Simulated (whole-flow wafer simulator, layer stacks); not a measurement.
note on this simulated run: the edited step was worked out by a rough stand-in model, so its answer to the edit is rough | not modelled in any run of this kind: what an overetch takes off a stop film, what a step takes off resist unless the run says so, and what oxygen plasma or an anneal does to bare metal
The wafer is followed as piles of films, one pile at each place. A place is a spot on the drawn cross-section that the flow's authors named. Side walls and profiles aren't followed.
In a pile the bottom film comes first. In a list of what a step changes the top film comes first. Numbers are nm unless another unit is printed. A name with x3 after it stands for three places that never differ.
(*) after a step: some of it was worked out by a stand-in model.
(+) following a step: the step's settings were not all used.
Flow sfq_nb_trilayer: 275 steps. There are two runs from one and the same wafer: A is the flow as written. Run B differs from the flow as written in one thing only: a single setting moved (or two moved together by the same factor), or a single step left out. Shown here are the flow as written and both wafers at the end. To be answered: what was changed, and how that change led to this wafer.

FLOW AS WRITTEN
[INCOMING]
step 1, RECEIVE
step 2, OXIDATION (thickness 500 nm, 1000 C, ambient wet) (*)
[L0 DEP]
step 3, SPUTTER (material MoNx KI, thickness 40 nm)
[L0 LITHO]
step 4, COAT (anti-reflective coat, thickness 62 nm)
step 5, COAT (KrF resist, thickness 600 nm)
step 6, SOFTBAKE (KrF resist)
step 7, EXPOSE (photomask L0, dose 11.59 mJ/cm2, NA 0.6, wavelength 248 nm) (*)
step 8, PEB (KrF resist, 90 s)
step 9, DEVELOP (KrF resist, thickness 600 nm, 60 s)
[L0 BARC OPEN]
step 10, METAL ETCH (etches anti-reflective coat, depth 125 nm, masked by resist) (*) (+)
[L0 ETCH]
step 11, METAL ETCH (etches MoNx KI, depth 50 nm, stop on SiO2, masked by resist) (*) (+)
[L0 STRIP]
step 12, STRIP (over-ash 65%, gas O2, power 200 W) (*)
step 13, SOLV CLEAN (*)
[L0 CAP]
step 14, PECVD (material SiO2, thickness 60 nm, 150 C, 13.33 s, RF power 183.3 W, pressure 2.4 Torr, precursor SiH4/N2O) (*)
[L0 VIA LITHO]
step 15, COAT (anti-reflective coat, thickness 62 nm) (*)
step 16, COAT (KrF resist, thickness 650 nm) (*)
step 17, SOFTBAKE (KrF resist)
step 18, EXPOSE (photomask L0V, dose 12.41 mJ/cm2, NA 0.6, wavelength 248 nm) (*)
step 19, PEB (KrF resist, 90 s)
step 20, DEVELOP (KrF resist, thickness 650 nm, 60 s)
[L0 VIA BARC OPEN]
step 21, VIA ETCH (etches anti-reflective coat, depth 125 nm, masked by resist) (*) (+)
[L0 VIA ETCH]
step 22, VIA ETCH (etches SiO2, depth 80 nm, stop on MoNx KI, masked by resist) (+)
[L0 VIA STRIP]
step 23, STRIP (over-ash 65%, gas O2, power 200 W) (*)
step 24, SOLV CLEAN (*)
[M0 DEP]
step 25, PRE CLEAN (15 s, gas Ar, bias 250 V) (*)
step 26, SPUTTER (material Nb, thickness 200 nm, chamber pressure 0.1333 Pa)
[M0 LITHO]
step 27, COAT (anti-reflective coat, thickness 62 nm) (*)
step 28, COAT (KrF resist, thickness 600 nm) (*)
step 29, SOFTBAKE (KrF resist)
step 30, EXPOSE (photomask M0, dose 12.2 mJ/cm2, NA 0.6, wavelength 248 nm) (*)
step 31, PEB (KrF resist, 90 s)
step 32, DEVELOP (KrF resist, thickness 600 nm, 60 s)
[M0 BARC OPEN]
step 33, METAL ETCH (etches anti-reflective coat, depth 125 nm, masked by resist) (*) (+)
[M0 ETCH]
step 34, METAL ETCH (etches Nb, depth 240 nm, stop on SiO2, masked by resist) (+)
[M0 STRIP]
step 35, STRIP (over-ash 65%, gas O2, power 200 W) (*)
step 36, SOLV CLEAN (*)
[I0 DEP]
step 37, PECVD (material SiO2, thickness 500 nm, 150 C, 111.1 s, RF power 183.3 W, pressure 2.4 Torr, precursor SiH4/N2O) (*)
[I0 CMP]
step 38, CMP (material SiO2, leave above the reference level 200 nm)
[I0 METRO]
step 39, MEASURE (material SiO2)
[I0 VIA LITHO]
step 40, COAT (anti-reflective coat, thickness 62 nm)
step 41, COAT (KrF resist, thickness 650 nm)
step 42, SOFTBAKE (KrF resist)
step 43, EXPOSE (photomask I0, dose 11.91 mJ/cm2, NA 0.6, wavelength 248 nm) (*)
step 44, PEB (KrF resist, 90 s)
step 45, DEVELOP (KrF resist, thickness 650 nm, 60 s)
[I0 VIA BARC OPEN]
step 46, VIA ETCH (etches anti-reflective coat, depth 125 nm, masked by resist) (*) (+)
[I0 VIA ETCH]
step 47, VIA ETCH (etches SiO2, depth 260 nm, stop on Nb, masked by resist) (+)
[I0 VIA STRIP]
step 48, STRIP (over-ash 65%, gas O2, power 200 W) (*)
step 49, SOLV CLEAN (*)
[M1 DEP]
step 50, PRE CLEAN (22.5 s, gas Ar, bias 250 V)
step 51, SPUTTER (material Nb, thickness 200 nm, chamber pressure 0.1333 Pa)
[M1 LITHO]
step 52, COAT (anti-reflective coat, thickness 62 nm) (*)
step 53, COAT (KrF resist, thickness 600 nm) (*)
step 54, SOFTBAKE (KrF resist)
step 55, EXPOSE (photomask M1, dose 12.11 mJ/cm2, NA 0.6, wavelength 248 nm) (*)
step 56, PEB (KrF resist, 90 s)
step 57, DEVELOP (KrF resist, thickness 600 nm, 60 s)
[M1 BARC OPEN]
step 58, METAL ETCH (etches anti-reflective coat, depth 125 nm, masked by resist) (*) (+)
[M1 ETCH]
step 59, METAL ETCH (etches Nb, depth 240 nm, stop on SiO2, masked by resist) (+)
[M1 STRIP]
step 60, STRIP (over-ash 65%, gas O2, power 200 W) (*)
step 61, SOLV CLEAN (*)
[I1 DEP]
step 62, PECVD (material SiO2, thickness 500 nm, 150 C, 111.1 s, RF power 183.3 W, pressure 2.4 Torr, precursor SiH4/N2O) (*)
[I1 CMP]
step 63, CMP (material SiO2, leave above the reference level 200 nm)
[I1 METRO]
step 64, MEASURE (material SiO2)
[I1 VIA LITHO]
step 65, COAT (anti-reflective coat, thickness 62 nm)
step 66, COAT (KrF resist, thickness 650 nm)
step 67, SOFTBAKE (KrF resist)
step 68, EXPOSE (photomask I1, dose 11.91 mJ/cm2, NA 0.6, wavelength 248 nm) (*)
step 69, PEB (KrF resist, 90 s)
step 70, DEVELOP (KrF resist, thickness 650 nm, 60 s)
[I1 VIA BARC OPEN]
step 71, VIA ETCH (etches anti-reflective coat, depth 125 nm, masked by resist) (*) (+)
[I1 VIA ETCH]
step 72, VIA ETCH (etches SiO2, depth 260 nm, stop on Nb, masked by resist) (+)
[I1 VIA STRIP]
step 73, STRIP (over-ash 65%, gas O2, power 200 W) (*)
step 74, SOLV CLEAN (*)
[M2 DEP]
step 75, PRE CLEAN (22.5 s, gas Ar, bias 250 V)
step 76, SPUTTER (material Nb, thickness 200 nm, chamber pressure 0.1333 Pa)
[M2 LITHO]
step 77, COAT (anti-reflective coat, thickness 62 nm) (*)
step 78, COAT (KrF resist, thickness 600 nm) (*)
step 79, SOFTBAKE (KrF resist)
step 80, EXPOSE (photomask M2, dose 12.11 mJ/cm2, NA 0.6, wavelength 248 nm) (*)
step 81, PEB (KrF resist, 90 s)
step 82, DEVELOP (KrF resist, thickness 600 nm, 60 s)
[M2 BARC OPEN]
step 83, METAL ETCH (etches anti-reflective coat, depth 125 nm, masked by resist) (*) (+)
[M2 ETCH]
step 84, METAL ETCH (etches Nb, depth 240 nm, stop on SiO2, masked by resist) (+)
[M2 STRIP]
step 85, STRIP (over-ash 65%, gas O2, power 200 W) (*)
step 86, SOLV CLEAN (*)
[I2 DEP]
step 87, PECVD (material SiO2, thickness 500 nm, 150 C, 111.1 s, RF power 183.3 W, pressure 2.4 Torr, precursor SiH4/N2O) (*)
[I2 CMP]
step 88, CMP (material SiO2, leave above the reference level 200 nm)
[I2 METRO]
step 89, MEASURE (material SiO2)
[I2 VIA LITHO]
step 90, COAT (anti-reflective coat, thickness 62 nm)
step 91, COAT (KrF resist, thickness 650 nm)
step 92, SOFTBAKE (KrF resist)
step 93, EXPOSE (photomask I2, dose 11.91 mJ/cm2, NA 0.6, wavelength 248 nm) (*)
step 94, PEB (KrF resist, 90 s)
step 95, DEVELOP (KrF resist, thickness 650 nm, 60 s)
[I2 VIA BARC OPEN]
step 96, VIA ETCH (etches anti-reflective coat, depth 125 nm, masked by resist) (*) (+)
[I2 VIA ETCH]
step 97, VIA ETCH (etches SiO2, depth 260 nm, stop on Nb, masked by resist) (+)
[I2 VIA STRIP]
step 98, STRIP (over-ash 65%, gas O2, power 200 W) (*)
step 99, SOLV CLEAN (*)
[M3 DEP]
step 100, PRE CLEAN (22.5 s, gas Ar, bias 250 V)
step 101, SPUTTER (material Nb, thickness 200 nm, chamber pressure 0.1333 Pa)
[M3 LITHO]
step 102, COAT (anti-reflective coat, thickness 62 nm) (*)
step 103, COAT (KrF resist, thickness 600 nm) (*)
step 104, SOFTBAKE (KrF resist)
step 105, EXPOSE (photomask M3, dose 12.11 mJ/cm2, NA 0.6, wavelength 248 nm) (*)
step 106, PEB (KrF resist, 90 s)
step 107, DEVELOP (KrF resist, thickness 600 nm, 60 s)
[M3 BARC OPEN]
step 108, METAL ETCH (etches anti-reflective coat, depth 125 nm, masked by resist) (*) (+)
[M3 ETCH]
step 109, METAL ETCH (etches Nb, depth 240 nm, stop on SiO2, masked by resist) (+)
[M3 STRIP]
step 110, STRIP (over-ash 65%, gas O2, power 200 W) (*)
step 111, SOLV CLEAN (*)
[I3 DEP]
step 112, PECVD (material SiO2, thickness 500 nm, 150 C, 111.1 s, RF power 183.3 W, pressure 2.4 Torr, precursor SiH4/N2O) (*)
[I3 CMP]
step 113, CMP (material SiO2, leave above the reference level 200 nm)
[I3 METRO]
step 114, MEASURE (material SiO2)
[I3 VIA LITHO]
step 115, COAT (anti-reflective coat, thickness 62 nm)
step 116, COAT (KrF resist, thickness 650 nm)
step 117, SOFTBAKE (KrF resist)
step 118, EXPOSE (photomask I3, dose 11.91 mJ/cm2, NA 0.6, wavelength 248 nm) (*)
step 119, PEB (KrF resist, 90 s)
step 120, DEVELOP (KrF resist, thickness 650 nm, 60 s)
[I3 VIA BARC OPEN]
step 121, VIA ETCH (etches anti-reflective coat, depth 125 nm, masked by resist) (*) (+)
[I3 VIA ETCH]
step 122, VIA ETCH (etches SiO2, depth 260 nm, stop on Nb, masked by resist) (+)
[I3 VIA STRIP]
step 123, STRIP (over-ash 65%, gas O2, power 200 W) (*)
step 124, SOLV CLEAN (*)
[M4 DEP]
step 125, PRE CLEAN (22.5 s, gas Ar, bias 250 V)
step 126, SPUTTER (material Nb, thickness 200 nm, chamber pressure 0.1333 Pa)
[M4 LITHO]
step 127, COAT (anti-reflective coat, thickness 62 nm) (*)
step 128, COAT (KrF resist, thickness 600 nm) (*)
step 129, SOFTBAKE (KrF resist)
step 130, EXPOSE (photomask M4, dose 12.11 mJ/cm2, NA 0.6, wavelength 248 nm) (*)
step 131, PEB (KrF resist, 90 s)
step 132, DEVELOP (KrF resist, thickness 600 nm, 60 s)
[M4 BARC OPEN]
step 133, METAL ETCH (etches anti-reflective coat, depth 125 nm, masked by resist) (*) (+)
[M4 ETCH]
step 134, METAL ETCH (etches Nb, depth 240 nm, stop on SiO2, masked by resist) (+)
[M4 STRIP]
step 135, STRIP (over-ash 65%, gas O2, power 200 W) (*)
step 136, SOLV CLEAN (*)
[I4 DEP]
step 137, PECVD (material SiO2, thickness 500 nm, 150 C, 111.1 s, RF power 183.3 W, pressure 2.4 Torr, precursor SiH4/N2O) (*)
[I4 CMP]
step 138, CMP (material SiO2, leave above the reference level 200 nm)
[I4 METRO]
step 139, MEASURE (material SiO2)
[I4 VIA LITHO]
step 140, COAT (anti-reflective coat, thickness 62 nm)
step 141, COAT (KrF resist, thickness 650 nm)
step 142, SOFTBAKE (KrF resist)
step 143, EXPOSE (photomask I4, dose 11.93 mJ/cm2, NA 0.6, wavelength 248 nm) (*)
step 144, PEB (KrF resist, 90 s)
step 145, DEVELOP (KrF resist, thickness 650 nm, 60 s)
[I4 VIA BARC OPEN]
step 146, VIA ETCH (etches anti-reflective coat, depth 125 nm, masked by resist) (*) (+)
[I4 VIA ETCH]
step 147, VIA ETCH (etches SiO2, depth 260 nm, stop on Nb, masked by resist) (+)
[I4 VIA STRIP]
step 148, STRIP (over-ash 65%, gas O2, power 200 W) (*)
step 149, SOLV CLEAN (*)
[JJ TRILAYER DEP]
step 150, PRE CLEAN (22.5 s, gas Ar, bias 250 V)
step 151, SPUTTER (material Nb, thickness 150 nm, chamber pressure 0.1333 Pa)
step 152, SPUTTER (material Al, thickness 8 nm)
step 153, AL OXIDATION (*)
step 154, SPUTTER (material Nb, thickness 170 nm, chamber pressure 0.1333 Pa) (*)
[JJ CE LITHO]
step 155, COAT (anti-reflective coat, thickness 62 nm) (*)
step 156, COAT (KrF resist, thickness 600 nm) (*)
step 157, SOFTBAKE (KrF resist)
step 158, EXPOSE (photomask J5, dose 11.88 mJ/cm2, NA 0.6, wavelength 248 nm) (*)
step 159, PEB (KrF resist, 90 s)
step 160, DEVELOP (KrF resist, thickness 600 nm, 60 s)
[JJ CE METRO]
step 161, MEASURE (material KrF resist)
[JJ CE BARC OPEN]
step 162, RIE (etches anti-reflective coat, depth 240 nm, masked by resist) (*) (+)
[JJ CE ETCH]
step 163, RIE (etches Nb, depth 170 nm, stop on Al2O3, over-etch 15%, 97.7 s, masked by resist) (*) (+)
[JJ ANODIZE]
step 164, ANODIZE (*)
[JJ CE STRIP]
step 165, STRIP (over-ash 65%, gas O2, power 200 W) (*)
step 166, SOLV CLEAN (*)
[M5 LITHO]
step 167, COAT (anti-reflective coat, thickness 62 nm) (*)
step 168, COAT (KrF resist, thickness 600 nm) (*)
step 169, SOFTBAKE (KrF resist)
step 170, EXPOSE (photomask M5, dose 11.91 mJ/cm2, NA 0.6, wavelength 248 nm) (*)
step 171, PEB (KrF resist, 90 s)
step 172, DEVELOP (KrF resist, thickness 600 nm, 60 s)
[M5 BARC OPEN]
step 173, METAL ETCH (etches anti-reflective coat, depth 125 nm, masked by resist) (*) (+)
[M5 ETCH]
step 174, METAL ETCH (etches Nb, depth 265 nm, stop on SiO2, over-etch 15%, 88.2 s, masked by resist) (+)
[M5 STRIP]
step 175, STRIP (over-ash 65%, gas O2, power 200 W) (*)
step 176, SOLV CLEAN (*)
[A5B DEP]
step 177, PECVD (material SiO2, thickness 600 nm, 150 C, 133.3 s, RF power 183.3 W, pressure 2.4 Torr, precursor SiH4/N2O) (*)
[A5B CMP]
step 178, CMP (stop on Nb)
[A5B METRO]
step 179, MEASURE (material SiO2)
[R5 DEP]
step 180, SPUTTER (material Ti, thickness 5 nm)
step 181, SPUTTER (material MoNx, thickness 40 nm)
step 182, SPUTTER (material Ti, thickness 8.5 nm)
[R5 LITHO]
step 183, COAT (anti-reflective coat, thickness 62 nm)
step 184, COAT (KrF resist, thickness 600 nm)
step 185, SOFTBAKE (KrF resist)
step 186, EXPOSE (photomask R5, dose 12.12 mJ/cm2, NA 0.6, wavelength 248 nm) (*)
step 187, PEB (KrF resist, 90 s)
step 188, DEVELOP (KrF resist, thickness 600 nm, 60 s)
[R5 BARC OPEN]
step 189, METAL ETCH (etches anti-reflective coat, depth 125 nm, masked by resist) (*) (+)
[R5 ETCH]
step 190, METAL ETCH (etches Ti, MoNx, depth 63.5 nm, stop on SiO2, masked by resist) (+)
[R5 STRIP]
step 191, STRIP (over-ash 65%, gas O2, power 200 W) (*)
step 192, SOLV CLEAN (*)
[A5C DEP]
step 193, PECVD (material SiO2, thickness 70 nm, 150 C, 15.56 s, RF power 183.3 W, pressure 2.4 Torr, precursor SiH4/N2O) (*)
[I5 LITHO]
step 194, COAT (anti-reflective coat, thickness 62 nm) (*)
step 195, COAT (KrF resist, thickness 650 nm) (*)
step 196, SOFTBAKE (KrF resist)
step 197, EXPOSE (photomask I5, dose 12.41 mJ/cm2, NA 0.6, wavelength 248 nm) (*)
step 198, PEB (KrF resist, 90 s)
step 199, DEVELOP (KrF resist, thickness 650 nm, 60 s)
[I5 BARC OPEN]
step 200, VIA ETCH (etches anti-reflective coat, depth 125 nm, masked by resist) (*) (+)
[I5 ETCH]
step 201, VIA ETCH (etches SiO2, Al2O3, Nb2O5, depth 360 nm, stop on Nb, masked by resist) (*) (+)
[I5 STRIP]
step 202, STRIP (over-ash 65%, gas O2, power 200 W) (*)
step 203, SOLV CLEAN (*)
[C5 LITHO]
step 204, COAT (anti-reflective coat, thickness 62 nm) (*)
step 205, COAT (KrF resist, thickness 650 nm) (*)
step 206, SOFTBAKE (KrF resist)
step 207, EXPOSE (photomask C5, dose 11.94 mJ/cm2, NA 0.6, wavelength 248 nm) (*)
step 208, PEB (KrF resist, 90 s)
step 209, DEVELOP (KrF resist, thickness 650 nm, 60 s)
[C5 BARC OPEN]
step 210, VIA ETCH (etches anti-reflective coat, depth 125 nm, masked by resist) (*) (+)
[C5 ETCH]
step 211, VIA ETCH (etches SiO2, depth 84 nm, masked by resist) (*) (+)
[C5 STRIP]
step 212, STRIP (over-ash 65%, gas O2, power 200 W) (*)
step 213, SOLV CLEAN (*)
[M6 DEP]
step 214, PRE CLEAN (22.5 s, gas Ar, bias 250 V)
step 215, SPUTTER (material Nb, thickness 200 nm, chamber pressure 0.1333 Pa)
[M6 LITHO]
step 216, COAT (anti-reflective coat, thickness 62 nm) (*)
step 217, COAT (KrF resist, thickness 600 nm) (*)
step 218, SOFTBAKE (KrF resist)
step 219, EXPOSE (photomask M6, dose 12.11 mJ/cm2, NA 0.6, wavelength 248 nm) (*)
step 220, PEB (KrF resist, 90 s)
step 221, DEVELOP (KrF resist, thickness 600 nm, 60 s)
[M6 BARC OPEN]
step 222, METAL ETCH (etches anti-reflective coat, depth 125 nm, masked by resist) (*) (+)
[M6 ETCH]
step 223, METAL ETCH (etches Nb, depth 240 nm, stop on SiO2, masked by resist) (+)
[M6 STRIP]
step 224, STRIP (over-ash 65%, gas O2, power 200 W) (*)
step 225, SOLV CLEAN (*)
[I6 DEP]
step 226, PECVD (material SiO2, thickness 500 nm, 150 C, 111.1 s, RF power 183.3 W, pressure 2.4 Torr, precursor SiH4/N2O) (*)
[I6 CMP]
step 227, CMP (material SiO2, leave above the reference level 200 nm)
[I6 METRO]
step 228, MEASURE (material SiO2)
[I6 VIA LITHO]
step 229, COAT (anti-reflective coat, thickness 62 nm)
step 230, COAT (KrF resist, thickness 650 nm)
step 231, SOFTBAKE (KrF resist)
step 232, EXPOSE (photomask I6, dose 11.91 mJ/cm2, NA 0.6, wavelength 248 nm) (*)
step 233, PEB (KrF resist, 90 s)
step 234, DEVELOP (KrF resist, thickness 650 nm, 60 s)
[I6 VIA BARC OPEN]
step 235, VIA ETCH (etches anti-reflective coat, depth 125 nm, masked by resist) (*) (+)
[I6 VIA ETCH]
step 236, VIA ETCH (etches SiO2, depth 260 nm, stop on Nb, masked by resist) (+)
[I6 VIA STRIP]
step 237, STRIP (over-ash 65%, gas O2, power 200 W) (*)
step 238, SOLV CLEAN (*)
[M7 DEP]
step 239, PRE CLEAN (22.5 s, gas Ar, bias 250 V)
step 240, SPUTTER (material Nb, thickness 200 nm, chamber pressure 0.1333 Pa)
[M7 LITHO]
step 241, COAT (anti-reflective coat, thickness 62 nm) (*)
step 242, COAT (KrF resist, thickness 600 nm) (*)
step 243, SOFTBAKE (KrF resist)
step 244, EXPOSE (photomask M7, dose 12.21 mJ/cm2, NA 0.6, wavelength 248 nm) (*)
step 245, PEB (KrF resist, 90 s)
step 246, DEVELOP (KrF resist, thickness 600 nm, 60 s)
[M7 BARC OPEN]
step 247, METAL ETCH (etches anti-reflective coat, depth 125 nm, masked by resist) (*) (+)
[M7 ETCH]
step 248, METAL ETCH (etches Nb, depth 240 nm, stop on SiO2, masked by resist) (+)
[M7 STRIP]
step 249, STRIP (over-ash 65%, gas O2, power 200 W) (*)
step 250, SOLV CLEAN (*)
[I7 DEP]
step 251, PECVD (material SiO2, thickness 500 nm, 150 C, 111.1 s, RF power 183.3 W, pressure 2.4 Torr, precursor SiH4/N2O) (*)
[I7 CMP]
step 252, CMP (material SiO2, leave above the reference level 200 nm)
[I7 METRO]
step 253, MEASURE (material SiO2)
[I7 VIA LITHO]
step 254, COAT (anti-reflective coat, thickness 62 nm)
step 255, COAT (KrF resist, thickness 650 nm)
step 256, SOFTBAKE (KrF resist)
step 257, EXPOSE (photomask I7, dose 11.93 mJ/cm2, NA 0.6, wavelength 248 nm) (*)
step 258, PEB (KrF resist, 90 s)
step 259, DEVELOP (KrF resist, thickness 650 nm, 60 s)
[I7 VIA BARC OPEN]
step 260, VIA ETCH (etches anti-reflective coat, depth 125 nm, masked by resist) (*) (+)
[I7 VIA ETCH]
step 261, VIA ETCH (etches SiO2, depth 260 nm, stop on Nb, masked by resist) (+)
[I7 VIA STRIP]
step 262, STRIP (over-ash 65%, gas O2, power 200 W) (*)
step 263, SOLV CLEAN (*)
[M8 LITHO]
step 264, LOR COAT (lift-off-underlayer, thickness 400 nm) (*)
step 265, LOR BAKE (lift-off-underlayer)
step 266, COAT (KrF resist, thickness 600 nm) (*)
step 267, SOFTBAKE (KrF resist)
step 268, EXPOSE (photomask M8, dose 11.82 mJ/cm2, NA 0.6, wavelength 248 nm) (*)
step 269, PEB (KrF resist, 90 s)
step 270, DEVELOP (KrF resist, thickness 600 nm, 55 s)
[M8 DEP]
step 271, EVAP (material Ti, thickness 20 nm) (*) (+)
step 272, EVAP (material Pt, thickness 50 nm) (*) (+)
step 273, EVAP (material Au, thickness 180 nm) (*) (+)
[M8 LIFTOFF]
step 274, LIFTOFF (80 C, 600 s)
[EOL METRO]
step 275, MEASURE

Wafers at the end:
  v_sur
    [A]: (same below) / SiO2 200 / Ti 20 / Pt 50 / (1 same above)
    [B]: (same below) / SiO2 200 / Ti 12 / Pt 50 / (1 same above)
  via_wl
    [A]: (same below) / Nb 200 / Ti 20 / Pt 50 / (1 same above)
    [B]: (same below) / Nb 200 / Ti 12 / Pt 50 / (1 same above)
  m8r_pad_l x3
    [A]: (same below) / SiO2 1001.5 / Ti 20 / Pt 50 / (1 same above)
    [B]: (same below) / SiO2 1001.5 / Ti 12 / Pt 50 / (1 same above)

What caused this: step 271, EVAP: thickness 12 nm was run, though the flow has thickness 20 nm.
The wafer itself shows it: v_sur has Ti 12, and step 271 as written asks for 20 nm.

Step by step, how the change led to this:
  step 271, EVAP (material Ti, thickness 20 nm) (*) (+)
      field_l, v_sur, via_wl and 103 more: A +20 Ti (new film) | B +12 Ti (new film)
  step 274, LIFTOFF (80 C, 600 s)
      p4_fl x3, p4_w1 x9, p4_g1 x2 and 60 more: A -180 Au (all of it), -50 Pt (all of it), -20 Ti (all of it), -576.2 KrF resist (all of it), -400 lift-off-underlayer (all of it) | B -180 Au (all of it), -50 Pt (all of it), -12 Ti (all of it), -576.2 KrF resist (all of it), -400 lift-off-underlayer (all of it)
      c5j, ce_r: A -180 Au (all of it), -50 Pt (all of it), -20 Ti (all of it), -573.3 KrF resist (all of it), -399.3 lift-off-underlayer (all of it) | B -180 Au (all of it), -50 Pt (all of it), -12 Ti (all of it), -573.3 KrF resist (all of it), -399.3 lift-off-underlayer (all of it)
      (as well as at 19 more places)
